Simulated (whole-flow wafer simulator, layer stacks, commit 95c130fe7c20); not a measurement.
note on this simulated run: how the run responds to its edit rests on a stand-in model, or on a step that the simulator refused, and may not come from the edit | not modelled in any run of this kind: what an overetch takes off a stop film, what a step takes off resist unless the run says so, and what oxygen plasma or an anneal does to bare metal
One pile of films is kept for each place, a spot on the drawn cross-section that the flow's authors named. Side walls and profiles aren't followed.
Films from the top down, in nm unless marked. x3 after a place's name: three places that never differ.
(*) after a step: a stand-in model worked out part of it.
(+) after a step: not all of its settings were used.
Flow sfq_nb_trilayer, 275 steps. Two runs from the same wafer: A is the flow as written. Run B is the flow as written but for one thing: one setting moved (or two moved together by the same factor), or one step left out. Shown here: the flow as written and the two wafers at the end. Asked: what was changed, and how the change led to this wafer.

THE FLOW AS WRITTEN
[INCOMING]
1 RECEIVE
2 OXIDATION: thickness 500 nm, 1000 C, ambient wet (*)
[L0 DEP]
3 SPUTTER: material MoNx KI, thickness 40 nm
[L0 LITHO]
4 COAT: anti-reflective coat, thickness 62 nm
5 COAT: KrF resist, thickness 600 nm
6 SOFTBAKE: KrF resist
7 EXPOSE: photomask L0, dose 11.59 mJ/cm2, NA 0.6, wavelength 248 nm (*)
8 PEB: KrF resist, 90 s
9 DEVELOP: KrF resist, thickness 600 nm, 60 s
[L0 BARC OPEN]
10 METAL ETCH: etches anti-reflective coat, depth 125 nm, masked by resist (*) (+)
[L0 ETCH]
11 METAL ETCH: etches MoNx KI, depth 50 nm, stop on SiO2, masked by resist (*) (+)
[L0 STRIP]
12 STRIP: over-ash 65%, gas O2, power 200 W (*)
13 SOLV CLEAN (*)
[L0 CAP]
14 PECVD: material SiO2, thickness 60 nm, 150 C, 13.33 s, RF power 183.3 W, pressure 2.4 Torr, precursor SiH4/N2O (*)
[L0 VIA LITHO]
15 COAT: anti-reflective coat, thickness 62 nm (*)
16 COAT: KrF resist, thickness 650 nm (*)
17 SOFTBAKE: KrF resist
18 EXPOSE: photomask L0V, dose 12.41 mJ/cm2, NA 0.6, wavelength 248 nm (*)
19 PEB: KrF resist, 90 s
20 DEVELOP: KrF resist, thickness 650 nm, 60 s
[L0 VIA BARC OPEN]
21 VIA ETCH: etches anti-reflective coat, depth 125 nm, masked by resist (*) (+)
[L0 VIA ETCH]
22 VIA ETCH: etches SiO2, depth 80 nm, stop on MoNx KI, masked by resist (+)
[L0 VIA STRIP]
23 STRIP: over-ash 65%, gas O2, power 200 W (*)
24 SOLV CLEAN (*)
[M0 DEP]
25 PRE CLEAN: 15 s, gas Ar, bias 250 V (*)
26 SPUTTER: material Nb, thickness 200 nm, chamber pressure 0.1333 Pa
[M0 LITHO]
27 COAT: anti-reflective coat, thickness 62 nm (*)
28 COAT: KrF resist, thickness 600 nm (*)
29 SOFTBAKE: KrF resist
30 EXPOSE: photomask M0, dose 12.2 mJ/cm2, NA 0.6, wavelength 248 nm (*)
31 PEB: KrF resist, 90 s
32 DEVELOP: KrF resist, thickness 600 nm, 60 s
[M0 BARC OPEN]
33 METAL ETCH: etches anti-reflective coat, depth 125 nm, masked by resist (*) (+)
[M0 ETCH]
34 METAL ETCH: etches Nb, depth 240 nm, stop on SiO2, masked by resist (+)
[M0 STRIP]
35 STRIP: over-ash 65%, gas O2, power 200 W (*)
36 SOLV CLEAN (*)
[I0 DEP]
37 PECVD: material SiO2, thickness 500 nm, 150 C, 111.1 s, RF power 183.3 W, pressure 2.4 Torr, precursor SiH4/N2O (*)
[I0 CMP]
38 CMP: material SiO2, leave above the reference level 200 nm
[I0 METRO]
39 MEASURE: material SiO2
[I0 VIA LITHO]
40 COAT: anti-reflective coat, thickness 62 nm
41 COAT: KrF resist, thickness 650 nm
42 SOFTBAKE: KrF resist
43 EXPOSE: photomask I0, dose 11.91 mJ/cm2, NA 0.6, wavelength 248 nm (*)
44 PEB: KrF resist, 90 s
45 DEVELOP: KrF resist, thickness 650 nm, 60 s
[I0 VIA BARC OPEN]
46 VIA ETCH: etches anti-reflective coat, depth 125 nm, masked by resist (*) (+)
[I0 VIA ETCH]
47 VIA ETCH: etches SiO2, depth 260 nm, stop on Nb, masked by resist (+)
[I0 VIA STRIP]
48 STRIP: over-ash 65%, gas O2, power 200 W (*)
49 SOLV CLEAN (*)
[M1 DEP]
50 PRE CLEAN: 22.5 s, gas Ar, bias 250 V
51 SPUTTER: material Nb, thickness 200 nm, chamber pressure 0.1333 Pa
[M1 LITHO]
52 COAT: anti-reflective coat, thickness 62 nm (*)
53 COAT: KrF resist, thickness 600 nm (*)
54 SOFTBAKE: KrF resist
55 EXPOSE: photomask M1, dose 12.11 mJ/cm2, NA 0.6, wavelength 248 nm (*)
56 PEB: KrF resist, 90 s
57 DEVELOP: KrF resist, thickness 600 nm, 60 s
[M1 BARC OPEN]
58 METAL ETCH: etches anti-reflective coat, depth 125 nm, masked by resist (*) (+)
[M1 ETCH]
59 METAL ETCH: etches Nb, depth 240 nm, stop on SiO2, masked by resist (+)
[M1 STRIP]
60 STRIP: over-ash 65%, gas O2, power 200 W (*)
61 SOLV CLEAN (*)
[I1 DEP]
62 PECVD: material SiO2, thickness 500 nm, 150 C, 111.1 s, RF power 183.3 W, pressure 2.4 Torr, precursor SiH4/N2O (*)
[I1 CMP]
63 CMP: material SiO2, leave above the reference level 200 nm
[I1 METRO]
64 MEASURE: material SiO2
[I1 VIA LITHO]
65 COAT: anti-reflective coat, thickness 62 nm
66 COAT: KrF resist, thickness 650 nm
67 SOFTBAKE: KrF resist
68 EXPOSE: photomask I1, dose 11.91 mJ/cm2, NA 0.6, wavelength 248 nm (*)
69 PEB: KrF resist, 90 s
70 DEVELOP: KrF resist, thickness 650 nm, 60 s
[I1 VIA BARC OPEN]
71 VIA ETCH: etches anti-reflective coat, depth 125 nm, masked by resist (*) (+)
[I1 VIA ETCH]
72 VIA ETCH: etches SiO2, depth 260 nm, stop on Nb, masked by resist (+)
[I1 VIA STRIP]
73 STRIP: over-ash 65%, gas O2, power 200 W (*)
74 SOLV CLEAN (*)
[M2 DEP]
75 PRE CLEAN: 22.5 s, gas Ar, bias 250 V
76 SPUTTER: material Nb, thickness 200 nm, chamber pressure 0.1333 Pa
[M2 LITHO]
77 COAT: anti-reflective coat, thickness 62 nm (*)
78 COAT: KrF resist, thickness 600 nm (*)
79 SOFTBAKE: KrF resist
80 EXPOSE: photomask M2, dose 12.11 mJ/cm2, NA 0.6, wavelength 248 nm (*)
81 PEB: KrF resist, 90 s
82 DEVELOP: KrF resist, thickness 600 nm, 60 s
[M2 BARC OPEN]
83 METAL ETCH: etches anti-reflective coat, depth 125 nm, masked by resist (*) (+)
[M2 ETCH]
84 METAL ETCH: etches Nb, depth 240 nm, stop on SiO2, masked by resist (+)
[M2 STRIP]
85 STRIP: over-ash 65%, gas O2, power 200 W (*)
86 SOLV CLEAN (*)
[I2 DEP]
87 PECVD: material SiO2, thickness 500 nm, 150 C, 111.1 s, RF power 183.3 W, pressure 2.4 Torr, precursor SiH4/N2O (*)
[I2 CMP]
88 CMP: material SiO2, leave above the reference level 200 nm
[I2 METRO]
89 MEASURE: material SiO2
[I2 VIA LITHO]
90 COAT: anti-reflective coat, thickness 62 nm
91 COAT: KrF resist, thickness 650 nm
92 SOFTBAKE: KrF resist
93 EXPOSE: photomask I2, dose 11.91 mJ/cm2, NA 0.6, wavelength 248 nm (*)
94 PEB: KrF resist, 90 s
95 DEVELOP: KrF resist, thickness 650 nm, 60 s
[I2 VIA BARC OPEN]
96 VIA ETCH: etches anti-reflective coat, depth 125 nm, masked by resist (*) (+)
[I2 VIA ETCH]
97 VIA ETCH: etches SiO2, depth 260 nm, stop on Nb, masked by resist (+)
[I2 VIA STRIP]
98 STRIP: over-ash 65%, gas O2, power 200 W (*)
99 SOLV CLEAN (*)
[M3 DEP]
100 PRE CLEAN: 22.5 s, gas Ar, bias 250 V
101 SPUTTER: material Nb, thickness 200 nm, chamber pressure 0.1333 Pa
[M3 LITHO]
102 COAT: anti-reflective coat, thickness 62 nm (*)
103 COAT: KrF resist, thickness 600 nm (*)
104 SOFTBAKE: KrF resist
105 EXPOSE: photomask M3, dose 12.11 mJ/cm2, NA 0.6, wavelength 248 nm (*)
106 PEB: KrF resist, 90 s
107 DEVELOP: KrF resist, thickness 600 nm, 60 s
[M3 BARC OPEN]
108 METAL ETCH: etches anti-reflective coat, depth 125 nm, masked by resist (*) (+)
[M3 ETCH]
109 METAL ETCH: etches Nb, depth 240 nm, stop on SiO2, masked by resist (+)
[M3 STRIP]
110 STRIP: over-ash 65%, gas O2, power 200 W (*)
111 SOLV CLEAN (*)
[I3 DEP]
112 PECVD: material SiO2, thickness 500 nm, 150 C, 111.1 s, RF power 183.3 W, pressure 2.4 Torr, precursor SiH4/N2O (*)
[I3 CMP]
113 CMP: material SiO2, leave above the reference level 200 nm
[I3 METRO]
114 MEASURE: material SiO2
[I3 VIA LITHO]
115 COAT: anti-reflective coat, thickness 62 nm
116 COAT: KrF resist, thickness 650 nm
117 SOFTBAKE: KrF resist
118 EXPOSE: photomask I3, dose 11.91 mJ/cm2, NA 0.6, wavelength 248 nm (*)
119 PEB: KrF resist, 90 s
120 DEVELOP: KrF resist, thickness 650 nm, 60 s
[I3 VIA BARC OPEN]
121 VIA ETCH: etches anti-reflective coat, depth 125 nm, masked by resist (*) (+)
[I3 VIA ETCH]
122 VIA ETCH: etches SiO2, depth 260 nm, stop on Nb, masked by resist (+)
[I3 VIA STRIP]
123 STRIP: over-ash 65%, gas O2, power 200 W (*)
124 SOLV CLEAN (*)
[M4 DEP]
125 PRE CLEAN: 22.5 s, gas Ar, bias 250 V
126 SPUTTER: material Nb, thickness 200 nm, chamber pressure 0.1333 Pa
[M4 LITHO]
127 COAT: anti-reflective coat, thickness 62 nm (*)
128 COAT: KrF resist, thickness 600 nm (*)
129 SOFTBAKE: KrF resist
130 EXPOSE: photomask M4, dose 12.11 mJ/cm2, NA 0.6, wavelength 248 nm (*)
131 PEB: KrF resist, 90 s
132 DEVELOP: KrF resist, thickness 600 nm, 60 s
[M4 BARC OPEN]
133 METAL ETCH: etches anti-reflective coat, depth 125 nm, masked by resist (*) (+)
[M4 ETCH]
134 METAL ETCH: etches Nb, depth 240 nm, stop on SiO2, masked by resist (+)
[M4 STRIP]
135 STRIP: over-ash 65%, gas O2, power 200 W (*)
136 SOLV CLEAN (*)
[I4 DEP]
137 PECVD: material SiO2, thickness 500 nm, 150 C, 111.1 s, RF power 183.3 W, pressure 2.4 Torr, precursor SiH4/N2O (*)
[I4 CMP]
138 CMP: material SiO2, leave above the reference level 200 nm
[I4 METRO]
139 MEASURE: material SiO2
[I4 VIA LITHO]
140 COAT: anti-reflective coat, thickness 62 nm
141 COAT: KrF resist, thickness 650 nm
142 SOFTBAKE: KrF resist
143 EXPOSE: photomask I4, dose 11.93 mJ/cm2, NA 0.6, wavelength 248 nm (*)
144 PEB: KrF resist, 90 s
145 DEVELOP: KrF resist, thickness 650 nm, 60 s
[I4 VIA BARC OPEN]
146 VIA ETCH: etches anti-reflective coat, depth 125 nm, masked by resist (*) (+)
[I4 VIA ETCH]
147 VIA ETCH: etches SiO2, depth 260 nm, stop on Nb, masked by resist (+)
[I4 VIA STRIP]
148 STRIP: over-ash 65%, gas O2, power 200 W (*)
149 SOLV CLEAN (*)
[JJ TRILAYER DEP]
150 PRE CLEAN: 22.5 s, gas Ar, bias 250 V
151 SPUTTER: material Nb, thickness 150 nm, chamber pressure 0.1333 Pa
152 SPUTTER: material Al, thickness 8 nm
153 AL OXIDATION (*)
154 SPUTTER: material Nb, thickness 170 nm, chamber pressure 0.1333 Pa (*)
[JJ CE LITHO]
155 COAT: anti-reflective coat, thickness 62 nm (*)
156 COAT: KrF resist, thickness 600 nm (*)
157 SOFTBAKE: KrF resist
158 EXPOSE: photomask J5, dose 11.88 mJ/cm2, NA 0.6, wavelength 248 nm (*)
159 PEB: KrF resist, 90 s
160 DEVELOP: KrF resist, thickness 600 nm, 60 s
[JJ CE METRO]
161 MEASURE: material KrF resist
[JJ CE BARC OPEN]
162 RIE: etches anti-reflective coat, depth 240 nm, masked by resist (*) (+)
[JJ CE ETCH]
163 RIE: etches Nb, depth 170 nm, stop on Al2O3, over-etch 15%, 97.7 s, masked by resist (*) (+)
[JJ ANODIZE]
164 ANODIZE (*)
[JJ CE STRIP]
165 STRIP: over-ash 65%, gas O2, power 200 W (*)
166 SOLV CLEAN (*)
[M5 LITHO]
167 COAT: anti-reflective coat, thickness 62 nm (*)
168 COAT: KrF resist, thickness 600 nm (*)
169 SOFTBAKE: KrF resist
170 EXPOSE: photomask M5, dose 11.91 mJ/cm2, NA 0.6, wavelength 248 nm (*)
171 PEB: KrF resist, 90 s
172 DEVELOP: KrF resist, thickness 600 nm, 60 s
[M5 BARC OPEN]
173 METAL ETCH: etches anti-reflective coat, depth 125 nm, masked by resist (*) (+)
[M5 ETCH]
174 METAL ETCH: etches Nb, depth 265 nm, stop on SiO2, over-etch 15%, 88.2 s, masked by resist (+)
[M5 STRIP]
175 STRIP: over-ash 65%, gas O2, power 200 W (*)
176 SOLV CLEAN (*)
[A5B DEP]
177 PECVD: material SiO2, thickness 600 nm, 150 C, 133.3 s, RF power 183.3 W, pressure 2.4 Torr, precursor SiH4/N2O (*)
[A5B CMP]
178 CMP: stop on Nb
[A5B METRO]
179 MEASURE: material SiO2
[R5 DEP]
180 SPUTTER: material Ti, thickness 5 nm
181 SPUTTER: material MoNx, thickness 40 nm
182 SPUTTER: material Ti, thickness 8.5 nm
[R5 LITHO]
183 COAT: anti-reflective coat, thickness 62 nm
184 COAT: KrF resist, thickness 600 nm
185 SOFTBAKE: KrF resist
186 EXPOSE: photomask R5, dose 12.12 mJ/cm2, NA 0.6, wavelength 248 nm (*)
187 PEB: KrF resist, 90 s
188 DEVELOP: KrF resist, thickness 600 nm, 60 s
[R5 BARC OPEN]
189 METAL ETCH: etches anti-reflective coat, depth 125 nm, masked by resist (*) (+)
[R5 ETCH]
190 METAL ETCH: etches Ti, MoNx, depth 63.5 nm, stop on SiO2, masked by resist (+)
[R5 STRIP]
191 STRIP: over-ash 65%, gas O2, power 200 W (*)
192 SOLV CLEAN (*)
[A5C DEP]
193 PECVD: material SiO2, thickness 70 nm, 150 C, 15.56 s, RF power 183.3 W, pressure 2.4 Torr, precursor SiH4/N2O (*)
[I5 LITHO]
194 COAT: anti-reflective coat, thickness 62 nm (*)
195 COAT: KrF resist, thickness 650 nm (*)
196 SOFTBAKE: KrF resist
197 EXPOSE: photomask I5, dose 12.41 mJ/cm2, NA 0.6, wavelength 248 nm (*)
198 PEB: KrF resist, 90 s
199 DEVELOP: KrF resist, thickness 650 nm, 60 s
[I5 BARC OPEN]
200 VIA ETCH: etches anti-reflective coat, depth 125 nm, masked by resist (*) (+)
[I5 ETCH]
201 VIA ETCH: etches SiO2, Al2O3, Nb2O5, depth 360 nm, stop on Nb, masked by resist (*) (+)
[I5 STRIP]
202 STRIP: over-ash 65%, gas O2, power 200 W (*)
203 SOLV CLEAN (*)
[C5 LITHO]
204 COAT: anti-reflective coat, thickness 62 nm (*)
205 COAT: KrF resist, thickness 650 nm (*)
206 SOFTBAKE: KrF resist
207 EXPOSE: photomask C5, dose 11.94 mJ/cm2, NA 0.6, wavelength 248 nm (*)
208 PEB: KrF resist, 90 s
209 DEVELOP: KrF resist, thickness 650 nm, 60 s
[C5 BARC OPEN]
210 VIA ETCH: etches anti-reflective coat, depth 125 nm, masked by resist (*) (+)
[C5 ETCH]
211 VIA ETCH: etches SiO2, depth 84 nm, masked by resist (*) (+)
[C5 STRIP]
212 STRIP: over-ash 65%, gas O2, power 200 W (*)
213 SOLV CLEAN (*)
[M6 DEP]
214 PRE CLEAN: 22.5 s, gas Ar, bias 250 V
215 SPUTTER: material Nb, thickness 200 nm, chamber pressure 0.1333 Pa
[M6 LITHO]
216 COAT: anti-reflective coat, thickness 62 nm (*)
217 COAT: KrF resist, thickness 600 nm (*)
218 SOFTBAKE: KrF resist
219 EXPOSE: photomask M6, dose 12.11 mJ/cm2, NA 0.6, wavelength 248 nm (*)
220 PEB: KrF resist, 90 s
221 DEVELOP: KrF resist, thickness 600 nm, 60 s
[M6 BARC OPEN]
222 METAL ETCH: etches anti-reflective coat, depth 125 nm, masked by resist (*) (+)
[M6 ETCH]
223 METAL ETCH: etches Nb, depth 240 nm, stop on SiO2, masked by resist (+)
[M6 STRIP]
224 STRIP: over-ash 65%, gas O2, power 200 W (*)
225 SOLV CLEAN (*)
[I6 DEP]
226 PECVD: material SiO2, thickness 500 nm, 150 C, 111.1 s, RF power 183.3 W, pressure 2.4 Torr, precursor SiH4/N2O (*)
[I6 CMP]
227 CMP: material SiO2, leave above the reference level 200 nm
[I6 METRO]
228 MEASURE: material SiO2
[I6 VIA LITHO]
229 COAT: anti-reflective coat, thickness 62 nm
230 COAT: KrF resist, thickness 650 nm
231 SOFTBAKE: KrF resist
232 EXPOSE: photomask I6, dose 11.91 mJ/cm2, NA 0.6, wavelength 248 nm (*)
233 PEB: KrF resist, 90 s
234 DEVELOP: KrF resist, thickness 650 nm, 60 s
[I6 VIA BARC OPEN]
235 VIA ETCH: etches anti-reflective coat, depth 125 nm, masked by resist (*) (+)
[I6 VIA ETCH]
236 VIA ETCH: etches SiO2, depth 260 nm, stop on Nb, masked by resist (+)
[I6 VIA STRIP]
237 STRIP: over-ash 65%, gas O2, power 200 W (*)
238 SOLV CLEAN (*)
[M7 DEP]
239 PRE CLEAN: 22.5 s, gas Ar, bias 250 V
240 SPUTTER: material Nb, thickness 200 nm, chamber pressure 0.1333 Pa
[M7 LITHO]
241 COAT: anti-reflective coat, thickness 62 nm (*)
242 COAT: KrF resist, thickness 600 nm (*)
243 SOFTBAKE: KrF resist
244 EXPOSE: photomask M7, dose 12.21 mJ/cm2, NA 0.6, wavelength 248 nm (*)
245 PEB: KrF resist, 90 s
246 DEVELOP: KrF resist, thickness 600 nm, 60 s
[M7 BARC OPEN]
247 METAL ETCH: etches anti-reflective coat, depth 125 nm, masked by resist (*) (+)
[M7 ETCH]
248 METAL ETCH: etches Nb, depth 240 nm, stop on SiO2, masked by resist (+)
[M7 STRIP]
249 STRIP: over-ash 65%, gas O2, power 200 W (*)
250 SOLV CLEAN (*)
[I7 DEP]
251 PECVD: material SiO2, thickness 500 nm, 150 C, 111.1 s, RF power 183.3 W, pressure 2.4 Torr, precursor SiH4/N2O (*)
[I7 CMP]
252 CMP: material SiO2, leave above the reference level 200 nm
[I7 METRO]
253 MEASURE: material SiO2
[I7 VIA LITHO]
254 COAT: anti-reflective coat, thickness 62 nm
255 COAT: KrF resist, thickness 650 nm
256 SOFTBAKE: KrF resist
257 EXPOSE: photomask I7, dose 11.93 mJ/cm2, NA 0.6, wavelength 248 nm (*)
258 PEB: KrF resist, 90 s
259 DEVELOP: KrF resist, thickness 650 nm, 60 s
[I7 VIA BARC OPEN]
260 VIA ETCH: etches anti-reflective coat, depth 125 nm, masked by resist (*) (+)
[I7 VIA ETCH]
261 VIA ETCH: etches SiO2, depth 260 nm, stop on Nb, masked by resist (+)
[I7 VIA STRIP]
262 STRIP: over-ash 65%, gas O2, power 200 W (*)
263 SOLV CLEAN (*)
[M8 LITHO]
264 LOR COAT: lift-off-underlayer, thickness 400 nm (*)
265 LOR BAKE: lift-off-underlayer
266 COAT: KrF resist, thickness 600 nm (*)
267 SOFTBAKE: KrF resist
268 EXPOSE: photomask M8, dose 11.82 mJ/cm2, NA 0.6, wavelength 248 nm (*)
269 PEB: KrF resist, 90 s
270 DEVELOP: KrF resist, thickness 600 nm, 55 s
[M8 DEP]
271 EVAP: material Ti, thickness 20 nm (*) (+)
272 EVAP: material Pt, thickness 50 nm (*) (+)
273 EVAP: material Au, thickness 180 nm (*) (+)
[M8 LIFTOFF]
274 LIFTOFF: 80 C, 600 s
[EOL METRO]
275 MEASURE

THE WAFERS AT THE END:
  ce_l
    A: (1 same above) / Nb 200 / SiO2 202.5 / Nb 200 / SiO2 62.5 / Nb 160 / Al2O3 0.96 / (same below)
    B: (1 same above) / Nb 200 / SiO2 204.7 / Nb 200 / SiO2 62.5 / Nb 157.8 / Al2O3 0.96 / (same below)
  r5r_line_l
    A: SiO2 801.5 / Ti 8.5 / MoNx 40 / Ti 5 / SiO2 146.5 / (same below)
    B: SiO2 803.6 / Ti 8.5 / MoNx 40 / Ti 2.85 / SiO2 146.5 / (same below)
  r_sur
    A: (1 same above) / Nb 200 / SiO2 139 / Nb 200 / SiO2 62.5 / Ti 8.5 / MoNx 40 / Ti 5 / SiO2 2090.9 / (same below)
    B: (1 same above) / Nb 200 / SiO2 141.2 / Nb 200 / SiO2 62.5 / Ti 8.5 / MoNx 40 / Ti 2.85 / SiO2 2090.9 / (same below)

The cause: step 180, SPUTTER: thickness 2.85 nm was run, where the flow has thickness 5 nm.
It can be read off the wafer: r5r_line_l has Ti 2.85, and step 180 as written asks for 5 nm.

How the change led to this, step by step:
  180 SPUTTER: material Ti, thickness 5 nm
      field_l, v_sur, via_wl and 103 more: A Ti +5 (new film) | B Ti +2.85 (new film)
  190 METAL ETCH: etches Ti, MoNx, depth 63.5 nm, stop on SiO2, masked by resist (+)
      field_l, v_sur, via_wl and 92 more: A Ti -8.5 (all of it), MoNx -40 (all of it), Ti -5 (all of it) | B Ti -8.5 (all of it), MoNx -40 (all of it), Ti -2.85 (all of it)
      ce_l, c5j, ce_r, wl_jj: A Ti -8.5 (all of it), MoNx -40 (all of it), Ti -5 (all of it), Nb -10 | B Ti -8.5 (all of it), MoNx -40 (all of it), Ti -2.85 (all of it), Nb -12.2
